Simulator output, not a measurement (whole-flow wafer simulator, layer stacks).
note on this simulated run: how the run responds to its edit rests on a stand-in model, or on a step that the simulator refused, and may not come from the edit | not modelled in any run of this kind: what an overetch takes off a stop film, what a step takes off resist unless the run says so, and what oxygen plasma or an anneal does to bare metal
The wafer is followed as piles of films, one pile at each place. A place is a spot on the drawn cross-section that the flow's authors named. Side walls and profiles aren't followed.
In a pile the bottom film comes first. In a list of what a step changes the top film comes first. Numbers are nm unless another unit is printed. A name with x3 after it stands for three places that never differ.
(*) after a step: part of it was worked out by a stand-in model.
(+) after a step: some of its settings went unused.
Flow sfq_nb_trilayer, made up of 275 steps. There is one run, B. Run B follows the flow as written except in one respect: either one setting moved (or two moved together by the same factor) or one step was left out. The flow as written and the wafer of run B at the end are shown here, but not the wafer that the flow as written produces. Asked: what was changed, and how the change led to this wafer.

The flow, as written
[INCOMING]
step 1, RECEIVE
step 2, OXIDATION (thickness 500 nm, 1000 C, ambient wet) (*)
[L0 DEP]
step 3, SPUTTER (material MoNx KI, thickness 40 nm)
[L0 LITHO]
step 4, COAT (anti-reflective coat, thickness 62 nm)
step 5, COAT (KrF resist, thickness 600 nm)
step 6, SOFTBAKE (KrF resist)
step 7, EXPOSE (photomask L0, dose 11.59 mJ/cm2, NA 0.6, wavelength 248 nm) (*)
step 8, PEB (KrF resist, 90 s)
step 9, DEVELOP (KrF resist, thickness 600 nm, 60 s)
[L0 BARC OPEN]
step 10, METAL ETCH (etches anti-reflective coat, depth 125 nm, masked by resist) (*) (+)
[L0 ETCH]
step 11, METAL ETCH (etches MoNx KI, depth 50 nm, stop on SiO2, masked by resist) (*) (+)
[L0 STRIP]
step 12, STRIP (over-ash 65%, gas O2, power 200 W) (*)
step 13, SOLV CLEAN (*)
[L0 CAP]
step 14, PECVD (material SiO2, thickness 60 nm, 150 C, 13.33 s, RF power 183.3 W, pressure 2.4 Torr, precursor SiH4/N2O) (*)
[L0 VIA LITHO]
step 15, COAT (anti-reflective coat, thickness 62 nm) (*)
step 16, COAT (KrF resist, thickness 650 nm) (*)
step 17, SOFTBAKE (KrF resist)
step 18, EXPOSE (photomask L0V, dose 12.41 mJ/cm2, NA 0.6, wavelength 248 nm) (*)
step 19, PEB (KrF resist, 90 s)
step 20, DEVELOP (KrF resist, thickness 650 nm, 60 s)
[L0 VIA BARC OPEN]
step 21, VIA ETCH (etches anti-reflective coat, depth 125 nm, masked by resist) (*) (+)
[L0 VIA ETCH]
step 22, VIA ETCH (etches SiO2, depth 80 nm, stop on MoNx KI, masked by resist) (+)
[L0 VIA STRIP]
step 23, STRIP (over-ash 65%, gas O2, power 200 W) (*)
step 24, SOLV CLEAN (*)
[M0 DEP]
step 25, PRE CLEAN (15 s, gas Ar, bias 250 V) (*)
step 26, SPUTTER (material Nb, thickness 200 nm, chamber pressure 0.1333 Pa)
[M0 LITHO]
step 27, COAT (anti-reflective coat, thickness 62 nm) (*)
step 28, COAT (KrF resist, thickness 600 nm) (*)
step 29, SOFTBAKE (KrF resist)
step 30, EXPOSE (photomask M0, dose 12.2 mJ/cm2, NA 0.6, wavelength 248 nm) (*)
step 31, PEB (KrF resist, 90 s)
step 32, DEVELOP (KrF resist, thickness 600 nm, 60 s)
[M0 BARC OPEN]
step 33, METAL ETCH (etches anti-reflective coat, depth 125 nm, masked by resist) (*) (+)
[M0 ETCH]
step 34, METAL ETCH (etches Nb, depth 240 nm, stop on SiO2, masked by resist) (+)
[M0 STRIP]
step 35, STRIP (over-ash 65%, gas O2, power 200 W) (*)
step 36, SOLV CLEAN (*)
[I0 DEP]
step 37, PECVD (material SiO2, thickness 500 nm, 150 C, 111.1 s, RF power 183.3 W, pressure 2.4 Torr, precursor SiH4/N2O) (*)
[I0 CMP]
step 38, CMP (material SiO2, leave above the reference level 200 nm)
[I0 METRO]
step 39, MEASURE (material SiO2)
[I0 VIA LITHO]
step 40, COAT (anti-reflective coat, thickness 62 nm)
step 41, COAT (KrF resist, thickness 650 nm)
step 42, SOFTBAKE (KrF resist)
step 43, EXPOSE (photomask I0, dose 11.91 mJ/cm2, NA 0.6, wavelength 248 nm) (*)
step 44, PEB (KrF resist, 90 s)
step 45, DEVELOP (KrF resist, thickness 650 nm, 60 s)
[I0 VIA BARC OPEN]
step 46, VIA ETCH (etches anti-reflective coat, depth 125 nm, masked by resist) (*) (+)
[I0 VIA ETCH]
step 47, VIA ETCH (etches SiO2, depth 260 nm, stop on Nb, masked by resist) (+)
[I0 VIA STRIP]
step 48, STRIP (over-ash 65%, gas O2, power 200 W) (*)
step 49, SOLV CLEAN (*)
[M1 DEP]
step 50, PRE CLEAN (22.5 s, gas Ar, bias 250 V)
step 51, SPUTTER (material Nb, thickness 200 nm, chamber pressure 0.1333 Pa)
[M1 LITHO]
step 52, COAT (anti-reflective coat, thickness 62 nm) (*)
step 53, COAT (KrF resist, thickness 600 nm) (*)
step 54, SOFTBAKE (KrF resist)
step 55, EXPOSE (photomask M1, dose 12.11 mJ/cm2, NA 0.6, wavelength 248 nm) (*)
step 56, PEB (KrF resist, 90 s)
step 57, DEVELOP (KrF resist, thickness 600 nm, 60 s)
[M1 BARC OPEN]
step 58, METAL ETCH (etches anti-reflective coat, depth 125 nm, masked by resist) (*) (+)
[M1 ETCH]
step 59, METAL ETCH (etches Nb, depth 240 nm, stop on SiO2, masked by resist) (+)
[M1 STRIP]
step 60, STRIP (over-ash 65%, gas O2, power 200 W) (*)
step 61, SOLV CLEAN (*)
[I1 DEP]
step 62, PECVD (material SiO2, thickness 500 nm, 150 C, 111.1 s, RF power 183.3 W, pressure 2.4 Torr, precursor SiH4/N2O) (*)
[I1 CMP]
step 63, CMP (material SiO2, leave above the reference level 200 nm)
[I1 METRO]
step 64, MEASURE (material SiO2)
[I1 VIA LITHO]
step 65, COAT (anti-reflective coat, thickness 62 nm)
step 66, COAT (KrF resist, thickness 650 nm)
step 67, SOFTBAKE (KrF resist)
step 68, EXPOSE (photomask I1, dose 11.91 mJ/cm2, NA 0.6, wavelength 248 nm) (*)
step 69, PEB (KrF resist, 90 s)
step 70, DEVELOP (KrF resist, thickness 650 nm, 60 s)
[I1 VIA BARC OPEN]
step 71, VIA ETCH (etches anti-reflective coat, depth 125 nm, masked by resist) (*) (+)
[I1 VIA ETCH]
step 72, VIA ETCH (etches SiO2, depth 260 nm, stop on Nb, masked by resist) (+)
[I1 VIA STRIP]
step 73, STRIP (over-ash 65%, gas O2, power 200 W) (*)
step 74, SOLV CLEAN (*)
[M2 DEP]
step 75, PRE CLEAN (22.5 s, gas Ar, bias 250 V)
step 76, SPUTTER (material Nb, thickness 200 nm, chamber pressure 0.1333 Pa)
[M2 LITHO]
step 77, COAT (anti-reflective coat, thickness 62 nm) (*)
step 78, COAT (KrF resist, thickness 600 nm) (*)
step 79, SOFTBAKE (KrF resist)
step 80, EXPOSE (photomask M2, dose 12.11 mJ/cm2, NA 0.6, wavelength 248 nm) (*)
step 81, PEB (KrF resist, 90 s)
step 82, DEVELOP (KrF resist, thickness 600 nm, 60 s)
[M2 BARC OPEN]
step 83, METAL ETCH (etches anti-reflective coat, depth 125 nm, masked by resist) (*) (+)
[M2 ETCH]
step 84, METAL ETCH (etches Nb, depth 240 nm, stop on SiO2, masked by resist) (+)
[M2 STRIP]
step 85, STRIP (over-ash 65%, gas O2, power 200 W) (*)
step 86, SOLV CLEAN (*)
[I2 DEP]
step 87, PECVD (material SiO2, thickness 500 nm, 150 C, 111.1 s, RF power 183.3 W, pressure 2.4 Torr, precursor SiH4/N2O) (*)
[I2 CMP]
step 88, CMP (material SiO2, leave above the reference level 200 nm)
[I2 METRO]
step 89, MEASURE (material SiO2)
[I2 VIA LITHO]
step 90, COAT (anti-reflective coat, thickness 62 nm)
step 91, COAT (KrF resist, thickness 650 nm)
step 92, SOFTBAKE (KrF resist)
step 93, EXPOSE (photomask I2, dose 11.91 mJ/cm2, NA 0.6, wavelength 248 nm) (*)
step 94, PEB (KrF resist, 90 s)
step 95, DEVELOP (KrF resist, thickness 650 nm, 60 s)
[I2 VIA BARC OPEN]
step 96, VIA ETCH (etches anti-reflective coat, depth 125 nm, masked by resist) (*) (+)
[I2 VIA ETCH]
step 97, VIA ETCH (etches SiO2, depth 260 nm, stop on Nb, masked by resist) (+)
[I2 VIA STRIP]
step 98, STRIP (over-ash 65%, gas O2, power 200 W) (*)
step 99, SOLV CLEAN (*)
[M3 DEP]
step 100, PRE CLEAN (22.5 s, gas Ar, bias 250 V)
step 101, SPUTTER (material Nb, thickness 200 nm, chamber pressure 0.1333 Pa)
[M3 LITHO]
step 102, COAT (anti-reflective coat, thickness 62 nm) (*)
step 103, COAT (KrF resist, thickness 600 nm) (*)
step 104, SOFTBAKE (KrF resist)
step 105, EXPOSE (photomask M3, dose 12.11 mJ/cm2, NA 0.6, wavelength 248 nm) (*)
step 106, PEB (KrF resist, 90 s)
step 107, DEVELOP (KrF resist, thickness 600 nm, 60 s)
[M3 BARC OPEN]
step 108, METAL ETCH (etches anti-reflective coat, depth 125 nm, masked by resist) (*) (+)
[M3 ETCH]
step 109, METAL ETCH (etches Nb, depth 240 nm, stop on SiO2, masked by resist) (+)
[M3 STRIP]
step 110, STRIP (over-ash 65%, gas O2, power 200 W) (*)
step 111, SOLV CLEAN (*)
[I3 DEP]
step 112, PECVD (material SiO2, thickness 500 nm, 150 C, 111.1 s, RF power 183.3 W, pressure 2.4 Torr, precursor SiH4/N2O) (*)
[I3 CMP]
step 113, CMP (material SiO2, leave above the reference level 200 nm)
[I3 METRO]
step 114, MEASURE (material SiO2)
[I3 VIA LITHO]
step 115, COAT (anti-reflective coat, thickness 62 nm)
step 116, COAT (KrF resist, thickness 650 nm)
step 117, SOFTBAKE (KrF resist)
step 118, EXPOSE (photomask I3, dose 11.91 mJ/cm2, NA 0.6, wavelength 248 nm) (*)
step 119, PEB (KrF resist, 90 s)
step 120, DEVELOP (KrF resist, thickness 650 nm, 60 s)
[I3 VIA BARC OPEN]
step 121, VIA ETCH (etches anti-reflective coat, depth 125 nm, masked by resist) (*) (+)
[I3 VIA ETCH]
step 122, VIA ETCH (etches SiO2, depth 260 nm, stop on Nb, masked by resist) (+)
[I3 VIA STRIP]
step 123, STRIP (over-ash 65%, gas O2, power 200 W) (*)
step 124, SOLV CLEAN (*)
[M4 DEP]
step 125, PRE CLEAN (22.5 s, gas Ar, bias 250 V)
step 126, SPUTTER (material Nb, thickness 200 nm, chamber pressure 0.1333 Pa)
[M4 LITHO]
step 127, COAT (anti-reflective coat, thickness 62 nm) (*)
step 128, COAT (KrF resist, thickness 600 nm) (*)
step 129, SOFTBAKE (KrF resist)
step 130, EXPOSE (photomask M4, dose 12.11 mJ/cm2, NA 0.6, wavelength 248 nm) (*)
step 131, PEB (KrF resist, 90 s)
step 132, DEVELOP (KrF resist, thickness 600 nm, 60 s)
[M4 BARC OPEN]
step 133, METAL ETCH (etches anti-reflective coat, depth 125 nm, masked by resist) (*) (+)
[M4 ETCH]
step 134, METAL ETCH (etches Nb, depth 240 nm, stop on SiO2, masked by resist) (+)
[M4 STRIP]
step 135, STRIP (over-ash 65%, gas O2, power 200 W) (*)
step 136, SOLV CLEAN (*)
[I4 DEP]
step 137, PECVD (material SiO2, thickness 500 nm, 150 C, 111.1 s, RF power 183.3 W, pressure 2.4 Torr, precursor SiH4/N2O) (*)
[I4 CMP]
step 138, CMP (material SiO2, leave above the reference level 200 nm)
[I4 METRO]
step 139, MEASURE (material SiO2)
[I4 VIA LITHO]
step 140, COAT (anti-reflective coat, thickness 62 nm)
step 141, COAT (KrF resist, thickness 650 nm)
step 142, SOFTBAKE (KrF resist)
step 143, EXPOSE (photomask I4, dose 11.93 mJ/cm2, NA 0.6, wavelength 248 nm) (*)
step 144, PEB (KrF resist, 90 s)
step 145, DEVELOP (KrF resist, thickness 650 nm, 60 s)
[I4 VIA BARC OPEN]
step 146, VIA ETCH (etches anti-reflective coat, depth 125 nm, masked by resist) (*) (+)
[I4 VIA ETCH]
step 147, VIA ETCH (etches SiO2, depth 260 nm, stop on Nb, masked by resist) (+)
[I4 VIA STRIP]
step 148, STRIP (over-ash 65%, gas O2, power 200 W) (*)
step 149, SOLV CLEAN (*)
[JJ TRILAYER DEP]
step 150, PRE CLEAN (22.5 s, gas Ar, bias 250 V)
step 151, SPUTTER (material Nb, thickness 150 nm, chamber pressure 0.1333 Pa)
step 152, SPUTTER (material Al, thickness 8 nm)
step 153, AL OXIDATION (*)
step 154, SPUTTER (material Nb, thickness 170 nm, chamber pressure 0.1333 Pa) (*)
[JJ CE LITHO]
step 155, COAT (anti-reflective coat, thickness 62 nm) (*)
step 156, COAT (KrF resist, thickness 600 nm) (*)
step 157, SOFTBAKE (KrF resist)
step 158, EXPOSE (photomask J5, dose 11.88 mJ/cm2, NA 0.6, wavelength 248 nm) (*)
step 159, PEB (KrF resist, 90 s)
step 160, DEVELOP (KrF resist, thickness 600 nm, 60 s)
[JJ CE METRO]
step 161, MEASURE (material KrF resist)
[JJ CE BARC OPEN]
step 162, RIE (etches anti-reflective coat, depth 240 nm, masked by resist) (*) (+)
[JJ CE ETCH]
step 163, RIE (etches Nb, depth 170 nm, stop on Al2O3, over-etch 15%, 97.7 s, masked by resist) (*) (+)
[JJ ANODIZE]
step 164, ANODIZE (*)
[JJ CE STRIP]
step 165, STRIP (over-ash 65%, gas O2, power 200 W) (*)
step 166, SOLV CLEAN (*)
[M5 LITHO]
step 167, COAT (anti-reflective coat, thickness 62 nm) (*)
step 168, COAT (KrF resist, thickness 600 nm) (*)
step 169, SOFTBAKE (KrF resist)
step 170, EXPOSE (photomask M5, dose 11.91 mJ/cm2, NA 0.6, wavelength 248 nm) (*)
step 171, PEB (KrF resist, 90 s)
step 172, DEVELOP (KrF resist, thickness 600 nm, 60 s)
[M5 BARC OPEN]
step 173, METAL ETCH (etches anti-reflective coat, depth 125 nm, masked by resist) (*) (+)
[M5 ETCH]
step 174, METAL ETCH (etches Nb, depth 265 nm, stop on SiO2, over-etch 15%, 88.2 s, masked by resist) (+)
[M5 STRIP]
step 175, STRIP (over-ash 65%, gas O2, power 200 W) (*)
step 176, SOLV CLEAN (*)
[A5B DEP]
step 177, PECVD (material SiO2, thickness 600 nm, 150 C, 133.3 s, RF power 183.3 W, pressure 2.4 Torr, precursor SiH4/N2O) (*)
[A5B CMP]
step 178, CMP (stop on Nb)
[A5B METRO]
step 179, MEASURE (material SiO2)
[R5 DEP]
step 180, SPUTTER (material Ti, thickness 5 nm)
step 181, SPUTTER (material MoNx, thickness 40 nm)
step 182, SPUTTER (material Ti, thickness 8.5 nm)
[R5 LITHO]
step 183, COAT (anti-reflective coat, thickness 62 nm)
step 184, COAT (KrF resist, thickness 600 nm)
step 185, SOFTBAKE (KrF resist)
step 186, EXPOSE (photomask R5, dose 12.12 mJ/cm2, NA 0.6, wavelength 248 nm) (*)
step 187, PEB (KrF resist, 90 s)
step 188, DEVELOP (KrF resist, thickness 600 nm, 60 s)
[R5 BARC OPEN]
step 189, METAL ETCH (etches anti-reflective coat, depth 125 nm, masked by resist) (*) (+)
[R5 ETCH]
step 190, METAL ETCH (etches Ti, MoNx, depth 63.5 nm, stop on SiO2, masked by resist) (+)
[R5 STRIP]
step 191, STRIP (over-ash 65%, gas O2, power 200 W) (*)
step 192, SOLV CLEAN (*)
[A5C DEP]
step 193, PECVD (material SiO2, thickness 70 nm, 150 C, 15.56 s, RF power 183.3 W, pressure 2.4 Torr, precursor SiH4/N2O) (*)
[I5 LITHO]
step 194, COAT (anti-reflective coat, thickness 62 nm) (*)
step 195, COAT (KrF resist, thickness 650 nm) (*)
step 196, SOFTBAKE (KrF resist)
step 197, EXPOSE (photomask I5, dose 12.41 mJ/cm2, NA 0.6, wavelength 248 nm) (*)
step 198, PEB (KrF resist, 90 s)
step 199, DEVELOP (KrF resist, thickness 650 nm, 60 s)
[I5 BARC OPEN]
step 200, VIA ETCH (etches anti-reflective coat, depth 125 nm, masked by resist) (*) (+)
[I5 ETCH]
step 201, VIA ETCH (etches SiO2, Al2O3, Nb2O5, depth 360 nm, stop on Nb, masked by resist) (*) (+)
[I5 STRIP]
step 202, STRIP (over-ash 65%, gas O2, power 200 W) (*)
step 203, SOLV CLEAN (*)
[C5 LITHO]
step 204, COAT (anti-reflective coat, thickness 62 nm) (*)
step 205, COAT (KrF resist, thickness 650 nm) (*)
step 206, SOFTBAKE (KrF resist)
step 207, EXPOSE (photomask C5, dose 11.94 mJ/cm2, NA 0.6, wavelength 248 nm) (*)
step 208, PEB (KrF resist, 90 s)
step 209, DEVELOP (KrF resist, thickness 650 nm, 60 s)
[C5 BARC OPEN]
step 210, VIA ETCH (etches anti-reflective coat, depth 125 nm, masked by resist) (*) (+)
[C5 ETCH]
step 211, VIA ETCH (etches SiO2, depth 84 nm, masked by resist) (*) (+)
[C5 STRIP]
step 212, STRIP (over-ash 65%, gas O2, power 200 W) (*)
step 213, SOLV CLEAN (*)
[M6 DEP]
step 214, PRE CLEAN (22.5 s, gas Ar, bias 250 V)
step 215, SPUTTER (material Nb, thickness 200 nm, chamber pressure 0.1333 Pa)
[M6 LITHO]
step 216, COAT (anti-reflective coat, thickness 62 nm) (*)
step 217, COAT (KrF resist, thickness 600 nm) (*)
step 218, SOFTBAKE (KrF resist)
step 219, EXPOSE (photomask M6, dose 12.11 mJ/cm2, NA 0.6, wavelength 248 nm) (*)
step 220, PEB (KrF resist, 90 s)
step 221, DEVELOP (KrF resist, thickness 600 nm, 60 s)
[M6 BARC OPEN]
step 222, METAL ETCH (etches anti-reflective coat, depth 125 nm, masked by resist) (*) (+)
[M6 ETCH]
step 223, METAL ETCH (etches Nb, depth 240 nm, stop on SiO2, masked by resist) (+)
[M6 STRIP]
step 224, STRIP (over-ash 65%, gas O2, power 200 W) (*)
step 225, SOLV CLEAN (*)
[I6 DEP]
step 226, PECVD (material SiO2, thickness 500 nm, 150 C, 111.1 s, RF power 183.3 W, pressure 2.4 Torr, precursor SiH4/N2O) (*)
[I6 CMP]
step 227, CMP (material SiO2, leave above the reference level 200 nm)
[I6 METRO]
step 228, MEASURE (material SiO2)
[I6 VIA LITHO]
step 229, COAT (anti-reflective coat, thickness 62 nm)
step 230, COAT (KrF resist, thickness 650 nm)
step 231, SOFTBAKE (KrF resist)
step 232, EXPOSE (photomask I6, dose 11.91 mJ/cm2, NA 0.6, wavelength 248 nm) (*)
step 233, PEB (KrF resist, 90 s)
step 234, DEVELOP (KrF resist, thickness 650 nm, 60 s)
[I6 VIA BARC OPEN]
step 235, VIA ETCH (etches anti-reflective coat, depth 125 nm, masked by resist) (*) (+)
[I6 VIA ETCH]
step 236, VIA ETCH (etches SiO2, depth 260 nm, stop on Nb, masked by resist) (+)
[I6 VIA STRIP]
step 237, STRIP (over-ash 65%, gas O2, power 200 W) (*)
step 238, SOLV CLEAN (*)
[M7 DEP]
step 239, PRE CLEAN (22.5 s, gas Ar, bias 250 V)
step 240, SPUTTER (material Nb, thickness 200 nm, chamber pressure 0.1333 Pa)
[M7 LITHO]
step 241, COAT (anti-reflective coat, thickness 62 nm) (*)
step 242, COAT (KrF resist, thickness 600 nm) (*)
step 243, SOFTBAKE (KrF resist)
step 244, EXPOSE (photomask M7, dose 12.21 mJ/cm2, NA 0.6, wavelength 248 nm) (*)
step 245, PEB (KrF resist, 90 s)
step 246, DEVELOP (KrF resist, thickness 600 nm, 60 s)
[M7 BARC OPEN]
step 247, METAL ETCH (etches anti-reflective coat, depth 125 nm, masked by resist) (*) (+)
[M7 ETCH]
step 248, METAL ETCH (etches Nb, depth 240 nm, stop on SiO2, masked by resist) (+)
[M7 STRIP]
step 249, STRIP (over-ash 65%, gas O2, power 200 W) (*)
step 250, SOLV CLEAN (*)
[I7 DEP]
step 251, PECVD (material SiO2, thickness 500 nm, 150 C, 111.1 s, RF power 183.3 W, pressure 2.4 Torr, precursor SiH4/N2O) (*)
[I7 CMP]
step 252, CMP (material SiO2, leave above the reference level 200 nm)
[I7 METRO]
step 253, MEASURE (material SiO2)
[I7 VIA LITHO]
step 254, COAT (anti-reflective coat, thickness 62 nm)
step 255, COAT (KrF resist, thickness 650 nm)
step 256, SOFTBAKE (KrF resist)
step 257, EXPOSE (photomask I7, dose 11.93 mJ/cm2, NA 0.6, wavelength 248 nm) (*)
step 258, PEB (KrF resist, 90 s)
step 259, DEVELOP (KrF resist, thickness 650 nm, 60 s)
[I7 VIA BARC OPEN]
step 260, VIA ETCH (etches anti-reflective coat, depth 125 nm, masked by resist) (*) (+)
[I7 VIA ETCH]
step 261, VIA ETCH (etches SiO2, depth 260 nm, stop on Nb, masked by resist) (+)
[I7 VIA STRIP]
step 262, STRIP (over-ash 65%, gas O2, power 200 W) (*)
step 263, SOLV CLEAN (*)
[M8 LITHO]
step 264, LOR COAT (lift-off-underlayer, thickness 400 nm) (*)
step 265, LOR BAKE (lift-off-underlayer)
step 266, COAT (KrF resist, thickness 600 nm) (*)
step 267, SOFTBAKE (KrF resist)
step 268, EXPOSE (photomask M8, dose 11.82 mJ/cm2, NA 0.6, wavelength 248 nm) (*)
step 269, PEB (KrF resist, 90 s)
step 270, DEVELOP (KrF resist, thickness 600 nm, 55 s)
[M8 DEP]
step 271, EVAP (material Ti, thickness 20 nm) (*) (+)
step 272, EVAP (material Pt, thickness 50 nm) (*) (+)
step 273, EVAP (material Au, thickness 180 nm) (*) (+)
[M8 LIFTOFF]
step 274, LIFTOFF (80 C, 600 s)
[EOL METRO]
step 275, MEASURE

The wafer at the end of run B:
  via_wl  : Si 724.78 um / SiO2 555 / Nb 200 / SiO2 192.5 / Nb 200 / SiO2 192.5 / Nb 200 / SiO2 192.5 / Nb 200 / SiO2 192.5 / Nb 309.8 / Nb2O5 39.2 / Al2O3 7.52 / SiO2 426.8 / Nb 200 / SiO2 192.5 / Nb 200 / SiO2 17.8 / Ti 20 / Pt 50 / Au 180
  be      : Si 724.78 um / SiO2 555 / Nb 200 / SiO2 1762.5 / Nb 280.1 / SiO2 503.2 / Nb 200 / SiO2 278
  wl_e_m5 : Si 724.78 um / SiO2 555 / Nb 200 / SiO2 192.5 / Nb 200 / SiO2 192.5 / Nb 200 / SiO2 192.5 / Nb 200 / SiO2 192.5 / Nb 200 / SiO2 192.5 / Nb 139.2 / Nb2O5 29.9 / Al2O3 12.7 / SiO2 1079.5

What caused this: step 252, CMP: leave above the reference level 278 nm was run, though the flow has leave above the reference level 200 nm.
One can read it off the wafer: be has SiO2 278, and step 252 as written asks for 200 nm.

How this came from the change, step by step:
  step 252, CMP (material SiO2, leave above the reference level 200 nm)
      field_r, lsp_l: nothing (it would be, as written: SiO2 loses 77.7)
      field_l, p4_fl x3, p4_w1 x9 and 46 more: SiO2 loses 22 (it would be, as written: SiO2 loses 100)
      (also at 45 further places)
  step 261, VIA ETCH (etches SiO2, depth 260 nm, stop on Nb, masked by resist) (+)
      via_wl, via_w, via_wr: SiO2 loses 260 (it would be, as written: SiO2 loses 199.8 (all of it))
  step 264, LOR COAT (lift-off-underlayer, thickness 400 nm) (*)
      via_wl, via_wr: lift-off-underlayer gains 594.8 (new film) (it would be, as written: lift-off-underlayer gains 549.8 (new film))
      v_sur: lift-off-underlayer gains 360.2 (new film) (it would be, as written: lift-off-underlayer gains 369.4 (new film))
      (also at 1 further place)
  step 270, DEVELOP (KrF resist, thickness 600 nm, 55 s)
      v_sur: KrF resist loses 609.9 (all of it), lift-off-underlayer loses 360.2 (all of it) (it would be, as written: KrF resist loses 607.3 (all of it), lift-off-underlayer loses 369.4 (all of it))
      via_wl: KrF resist loses 631.4 (all of it), lift-off-underlayer loses 594.8 (all of it) (it would be, as written: KrF resist loses 623.9 (all of it), lift-off-underlayer loses 549.8 (all of it))
      (also at 2 further places)
If metal films that touch count as one body, via_wl has 8 bodies (between them, from the top down: SiO2 17.8; SiO2 192.5; SiO2 426.8 / Al2O3 7.52 / Nb2O5 39.2; SiO2 192.5; SiO2 192.5; SiO2 192.5; SiO2 192.5); the flow as written gives 7 bodies (between them, from the top down: SiO2 192.5; SiO2 426.8 / Al2O3 7.52 / Nb2O5 39.2; SiO2 192.5; SiO2 192.5; SiO2 192.5; SiO2 192.5).
